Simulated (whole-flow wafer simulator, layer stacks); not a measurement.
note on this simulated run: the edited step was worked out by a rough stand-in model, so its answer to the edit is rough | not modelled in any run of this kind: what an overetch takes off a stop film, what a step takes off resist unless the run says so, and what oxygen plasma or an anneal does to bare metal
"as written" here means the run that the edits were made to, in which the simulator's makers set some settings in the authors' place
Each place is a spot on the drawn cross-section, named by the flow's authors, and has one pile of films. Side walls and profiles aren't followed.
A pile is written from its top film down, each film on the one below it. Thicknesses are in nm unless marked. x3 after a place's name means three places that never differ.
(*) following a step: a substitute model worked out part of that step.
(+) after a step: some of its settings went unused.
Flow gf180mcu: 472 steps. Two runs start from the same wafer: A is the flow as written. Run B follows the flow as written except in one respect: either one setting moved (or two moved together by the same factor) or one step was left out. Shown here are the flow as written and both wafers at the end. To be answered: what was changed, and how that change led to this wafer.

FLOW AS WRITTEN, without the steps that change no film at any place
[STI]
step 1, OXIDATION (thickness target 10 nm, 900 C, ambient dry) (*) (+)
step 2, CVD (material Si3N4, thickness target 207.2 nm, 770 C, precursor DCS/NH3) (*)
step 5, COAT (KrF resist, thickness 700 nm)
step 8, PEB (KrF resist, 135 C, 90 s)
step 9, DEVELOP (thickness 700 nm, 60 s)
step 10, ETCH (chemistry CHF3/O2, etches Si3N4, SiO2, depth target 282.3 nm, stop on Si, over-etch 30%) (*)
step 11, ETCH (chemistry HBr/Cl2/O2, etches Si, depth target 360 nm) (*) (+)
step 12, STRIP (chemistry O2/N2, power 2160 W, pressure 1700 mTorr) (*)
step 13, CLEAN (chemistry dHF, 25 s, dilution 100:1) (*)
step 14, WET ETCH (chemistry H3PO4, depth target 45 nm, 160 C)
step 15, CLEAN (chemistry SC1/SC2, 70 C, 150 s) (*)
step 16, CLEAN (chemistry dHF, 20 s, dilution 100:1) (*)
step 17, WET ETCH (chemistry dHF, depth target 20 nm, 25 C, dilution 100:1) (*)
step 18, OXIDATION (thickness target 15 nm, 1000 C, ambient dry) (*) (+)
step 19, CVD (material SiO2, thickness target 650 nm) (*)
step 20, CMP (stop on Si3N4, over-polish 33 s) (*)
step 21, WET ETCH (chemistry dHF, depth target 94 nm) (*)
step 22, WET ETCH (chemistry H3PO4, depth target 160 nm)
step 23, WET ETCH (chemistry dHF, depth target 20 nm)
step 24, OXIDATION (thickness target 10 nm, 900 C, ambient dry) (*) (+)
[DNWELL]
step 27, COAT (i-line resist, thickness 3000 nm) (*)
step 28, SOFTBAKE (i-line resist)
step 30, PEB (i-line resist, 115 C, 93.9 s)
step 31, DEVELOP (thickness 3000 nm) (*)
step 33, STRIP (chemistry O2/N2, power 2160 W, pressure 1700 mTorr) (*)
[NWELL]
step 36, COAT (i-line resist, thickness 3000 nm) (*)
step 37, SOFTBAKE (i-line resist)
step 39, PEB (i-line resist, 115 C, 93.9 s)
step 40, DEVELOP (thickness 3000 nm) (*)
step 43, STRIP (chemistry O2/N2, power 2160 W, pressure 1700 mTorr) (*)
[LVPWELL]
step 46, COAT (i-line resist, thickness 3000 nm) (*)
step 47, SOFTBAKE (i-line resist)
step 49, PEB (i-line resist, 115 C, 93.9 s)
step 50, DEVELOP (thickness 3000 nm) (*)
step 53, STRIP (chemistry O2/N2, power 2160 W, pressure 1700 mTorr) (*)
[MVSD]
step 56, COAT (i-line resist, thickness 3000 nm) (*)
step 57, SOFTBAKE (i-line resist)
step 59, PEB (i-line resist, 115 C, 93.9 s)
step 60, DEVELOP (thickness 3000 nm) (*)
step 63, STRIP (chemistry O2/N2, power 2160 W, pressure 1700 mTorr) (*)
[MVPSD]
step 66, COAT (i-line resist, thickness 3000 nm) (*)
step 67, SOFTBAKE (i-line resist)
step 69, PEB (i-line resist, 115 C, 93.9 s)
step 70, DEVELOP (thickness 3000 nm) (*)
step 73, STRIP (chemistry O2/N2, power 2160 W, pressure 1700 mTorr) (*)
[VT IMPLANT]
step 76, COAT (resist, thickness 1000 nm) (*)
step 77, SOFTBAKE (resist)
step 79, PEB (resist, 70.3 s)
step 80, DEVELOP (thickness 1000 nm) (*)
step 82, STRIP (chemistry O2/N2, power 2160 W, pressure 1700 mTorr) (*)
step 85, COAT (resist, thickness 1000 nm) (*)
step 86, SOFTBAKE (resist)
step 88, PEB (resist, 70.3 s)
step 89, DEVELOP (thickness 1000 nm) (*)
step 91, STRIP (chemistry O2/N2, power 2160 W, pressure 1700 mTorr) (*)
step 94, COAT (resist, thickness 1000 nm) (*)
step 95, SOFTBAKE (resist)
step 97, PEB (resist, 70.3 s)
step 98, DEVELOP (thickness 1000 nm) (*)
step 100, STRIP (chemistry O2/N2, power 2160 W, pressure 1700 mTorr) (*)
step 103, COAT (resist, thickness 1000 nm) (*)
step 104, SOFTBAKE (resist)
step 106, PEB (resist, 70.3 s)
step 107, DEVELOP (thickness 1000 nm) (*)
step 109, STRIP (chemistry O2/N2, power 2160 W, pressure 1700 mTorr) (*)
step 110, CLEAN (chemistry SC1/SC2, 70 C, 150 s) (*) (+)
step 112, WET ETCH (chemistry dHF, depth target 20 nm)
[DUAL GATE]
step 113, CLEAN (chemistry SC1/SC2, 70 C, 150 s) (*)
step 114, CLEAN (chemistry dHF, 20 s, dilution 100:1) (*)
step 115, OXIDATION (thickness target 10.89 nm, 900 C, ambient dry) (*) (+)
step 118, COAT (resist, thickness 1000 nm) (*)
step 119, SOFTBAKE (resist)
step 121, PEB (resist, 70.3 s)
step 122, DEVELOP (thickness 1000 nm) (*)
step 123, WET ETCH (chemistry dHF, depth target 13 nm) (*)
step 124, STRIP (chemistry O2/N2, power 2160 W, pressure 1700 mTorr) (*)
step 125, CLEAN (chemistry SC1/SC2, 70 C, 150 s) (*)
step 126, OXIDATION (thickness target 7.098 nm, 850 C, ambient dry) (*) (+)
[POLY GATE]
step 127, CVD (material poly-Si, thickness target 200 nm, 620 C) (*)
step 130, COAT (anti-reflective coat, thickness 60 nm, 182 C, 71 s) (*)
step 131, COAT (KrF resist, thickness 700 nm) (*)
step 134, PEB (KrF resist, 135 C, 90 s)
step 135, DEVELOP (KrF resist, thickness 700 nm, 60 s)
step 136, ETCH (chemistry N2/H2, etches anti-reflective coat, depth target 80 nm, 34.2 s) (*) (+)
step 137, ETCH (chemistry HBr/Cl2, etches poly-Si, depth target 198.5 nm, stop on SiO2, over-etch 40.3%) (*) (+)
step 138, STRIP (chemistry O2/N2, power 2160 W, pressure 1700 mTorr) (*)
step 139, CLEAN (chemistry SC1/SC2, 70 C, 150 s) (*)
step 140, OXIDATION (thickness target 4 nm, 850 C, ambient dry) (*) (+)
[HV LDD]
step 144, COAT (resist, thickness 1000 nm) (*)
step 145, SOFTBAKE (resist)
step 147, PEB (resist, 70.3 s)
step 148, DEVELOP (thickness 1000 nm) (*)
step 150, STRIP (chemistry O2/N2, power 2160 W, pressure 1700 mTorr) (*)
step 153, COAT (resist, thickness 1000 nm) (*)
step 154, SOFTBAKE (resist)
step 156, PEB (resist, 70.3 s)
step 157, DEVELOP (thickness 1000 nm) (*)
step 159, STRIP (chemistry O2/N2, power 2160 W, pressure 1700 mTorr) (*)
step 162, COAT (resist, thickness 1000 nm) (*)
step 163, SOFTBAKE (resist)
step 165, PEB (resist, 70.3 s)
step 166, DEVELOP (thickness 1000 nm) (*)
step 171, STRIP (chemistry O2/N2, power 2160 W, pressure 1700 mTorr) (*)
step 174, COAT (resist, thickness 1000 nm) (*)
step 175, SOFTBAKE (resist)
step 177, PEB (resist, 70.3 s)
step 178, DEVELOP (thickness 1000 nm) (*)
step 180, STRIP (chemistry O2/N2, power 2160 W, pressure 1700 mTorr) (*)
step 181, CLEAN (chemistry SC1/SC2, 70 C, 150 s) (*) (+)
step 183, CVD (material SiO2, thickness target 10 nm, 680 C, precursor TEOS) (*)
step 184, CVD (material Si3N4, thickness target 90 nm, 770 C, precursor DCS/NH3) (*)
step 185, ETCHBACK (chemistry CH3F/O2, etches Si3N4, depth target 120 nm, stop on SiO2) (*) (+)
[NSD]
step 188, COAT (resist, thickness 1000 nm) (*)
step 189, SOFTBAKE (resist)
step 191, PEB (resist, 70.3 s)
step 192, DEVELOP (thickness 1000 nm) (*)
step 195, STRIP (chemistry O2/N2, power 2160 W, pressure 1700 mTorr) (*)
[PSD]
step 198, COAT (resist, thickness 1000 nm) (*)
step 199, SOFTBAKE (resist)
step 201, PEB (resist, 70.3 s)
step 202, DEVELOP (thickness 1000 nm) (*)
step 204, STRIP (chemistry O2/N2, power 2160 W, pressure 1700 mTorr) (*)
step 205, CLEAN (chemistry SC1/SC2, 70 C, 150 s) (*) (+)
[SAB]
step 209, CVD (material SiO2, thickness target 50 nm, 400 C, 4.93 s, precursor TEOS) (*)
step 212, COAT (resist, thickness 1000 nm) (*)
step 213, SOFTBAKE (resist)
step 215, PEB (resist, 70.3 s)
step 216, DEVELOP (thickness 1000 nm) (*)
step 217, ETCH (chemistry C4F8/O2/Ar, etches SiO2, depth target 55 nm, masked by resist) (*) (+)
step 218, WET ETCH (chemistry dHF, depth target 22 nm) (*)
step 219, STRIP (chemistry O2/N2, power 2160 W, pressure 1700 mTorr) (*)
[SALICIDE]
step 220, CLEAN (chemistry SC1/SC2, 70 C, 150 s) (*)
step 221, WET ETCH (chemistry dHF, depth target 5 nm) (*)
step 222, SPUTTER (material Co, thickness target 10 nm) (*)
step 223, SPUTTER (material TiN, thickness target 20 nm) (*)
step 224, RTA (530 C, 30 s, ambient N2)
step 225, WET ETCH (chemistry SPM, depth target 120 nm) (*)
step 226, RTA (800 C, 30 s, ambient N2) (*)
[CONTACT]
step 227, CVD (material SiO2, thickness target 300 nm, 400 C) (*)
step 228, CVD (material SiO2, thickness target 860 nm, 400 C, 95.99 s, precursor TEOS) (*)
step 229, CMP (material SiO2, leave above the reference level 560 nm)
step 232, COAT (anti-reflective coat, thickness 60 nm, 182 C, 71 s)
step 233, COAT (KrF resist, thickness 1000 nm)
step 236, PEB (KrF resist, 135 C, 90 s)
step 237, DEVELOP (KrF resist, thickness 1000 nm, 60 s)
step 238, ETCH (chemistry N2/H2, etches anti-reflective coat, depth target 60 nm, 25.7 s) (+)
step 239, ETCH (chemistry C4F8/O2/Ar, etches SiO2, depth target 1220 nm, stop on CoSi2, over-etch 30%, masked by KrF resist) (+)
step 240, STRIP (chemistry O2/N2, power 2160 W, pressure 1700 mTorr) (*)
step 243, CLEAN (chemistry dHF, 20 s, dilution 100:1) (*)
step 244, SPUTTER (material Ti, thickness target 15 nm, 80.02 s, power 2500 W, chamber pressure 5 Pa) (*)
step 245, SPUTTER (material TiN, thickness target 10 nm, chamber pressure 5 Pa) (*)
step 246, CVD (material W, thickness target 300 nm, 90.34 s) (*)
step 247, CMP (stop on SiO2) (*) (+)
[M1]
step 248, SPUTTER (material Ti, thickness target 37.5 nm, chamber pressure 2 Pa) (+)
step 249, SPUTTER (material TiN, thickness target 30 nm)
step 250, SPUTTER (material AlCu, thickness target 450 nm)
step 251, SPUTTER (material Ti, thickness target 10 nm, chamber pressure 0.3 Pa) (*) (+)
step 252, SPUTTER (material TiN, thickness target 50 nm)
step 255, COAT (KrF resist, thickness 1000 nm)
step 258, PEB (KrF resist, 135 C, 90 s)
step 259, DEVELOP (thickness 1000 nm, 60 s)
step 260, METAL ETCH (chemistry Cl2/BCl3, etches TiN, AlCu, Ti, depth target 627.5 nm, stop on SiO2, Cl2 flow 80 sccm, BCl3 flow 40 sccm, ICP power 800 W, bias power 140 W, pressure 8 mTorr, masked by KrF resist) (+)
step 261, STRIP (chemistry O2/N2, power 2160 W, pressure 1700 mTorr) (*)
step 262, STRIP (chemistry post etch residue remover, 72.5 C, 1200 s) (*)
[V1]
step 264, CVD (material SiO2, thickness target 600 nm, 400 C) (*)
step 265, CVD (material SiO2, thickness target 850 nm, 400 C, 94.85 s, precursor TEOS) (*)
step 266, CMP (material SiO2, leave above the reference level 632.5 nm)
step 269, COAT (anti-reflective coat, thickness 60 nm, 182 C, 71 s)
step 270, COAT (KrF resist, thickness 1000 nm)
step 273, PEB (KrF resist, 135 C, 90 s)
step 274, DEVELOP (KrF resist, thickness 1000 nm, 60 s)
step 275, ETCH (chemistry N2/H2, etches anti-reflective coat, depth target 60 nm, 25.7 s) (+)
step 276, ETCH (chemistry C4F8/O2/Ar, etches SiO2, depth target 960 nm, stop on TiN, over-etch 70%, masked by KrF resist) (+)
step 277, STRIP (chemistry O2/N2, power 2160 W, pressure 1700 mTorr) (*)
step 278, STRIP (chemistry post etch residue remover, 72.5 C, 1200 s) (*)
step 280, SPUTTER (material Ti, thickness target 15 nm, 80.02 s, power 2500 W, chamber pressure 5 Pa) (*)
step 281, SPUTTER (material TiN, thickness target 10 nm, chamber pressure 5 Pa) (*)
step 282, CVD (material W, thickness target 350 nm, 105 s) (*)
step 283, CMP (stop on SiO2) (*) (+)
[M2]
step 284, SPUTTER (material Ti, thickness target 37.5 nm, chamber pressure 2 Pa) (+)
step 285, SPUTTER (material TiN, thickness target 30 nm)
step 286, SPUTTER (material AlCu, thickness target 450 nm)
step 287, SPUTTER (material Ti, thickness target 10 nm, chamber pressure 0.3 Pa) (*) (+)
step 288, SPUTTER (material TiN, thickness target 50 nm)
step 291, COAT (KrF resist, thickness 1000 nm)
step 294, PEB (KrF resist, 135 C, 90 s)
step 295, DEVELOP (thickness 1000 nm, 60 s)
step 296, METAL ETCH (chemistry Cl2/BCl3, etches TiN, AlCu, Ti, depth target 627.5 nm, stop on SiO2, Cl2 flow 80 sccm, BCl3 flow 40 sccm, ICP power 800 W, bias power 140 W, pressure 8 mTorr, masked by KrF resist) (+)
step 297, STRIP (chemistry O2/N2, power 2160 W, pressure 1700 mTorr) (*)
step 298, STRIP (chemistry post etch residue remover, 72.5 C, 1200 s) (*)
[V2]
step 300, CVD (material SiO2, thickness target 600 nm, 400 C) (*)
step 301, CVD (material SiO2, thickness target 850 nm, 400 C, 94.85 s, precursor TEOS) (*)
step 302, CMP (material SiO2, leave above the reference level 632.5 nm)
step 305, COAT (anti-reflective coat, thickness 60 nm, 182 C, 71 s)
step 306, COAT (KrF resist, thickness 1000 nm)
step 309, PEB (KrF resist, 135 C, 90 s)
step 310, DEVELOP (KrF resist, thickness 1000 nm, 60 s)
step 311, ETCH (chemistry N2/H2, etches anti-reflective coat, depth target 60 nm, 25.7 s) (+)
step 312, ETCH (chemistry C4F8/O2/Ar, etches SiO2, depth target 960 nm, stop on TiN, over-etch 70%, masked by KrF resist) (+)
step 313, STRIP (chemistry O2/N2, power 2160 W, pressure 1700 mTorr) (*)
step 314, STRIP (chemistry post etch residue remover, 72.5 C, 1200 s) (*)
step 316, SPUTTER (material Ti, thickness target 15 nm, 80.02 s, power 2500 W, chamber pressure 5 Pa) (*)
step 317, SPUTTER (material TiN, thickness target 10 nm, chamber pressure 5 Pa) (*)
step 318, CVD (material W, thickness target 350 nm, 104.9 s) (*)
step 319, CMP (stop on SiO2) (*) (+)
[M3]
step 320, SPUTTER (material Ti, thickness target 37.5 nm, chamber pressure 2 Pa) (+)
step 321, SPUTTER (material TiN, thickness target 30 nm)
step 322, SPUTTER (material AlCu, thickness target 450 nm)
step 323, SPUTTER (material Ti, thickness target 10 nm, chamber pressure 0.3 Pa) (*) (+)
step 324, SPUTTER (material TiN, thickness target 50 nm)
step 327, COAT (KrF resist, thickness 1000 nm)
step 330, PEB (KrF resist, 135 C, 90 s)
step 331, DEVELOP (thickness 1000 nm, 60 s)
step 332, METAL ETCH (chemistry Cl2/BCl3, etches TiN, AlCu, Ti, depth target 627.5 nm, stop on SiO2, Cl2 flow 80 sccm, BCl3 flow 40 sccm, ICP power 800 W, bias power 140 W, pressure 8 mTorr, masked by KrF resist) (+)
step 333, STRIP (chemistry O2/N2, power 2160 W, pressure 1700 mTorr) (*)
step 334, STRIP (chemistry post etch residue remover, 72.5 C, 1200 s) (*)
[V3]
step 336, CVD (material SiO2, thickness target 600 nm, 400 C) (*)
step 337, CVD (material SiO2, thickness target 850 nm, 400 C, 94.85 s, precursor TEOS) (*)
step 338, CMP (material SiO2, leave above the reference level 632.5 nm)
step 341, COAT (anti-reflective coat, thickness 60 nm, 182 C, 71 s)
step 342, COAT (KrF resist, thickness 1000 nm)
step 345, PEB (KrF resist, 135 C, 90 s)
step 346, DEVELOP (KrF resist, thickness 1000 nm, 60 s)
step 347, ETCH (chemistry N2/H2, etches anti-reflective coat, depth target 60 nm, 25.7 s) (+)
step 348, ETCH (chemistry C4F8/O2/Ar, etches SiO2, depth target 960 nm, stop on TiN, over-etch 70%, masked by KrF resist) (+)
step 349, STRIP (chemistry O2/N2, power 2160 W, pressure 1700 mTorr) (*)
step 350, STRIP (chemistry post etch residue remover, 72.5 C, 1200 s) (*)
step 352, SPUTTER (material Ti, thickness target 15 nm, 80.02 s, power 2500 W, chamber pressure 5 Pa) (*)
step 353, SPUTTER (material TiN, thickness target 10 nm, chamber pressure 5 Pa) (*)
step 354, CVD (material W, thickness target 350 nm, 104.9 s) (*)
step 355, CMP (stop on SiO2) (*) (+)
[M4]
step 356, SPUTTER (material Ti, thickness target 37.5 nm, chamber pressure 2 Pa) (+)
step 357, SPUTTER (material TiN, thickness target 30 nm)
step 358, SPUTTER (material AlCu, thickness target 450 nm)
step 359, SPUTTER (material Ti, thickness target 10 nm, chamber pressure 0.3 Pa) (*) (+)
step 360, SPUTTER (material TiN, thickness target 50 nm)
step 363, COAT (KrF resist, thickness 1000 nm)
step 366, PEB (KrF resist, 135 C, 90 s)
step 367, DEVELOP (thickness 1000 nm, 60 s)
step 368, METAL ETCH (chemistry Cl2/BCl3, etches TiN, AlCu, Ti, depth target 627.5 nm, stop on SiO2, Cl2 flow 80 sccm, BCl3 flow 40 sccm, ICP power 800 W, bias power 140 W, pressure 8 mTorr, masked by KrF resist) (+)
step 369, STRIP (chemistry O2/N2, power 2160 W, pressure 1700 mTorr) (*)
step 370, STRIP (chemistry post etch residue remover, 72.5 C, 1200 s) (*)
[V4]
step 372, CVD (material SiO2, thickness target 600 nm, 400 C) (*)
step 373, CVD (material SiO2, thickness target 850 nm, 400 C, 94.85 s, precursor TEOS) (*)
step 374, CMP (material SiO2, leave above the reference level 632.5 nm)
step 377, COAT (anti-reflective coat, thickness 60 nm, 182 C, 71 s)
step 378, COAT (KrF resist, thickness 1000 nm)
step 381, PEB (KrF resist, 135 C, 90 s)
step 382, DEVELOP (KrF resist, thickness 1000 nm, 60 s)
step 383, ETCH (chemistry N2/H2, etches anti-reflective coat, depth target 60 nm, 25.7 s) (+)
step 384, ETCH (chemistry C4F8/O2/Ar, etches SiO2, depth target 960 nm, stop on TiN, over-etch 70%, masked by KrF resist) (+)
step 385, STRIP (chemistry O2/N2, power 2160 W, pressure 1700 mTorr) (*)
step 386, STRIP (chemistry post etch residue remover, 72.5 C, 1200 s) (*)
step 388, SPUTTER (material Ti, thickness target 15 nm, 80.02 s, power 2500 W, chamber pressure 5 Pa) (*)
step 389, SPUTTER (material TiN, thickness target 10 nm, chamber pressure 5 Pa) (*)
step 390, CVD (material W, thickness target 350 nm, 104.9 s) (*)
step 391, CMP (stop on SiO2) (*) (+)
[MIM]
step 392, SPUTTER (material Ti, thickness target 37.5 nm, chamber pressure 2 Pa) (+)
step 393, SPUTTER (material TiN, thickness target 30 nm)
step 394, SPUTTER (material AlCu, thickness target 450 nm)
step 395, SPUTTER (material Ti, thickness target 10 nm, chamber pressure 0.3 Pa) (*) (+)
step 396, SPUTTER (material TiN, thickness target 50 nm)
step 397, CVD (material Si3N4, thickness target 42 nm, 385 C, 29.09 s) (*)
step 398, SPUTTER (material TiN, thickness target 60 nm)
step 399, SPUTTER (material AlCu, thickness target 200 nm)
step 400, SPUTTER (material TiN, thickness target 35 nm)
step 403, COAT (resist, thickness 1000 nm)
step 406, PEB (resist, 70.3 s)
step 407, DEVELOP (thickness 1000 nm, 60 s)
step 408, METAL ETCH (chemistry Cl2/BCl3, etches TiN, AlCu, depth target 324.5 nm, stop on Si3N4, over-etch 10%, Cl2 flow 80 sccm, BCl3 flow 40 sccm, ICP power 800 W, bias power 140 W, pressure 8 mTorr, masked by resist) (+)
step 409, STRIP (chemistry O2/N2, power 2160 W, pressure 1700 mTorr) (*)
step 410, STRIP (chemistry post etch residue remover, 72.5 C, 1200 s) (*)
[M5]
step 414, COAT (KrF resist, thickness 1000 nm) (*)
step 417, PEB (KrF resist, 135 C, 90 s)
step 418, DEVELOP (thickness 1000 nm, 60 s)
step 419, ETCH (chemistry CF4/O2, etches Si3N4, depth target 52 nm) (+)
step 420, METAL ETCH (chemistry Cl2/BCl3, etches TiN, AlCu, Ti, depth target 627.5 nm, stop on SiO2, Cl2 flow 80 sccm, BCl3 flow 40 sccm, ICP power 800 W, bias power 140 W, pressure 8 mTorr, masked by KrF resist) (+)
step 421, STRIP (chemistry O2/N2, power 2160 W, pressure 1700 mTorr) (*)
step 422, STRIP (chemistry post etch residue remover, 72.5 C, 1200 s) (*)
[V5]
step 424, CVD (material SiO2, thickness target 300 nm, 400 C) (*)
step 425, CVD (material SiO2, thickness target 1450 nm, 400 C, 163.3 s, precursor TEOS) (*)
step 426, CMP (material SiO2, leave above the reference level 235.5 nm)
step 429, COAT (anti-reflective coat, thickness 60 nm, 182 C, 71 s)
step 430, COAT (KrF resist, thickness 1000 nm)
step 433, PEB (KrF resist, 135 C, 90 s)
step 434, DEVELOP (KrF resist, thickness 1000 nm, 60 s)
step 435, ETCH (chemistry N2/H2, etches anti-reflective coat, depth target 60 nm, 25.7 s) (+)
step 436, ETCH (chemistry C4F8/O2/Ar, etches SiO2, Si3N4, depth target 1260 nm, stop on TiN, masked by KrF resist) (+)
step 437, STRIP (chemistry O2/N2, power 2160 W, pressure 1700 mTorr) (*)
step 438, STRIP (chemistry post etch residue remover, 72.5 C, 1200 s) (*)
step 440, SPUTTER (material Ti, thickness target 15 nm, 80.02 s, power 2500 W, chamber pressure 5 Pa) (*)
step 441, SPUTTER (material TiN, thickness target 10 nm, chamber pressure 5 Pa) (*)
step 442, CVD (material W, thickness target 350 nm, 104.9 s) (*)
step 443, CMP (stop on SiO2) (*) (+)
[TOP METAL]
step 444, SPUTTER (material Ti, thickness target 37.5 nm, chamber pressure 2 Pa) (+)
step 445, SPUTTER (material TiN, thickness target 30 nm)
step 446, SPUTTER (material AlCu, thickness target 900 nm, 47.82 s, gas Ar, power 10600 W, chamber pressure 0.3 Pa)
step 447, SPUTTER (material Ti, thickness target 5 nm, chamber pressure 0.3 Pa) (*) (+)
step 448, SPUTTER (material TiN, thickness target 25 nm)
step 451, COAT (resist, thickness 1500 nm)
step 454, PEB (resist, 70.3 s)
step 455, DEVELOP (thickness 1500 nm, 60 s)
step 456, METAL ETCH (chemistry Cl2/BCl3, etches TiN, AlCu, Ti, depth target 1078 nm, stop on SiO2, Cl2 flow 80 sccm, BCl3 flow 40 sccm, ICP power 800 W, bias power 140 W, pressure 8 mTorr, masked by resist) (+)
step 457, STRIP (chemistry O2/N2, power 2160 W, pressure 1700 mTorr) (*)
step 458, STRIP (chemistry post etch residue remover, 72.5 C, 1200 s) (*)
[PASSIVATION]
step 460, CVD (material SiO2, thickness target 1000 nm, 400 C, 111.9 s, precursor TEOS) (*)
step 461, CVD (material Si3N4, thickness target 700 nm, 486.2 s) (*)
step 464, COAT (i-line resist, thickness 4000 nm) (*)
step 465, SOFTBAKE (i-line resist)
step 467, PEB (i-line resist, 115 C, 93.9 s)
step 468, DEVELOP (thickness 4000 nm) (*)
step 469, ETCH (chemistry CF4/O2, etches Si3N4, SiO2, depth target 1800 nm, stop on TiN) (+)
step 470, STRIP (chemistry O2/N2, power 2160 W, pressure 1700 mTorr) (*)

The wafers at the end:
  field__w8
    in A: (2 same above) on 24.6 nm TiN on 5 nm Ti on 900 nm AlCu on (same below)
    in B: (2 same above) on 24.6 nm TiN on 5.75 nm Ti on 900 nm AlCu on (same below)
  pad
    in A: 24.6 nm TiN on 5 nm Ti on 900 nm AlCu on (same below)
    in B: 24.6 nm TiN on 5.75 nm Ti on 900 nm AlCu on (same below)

Cause: step 447, SPUTTER: thickness target 5.75 nm was run, though the flow has thickness target 5 nm.
The wafer lets one read it off: field__w8 has Ti 5.75, and step 447 as written asks for 5 nm.

How this came from the change, step by step:
  step 447, SPUTTER (material Ti, thickness target 5 nm, chamber pressure 0.3 Pa) (*) (+)
      field, field__w1, field__w2 and 109 more: A Ti gains 5 (new film) | B Ti gains 5.75 (new film)
  step 456, METAL ETCH (chemistry Cl2/BCl3, etches TiN, AlCu, Ti, depth target 1078 nm, stop on SiO2, Cl2 flow 80 sccm, BCl3 flow 40 sccm, ICP power 800 W, bias power 140 W, pressure 8 mTorr, masked by resist) (+)
      field, field__w1, field__w2 and 103 more: A TiN loses 25 (all of it), Ti loses 5 (all of it), AlCu loses 900 (all of it), TiN loses 30 (all of it), Ti loses 37.5 (all of it) | B TiN loses 25 (all of it), Ti loses 5.75 (all of it), AlCu loses 900 (all of it), TiN loses 30 (all of it), Ti loses 37.5 (all of it)
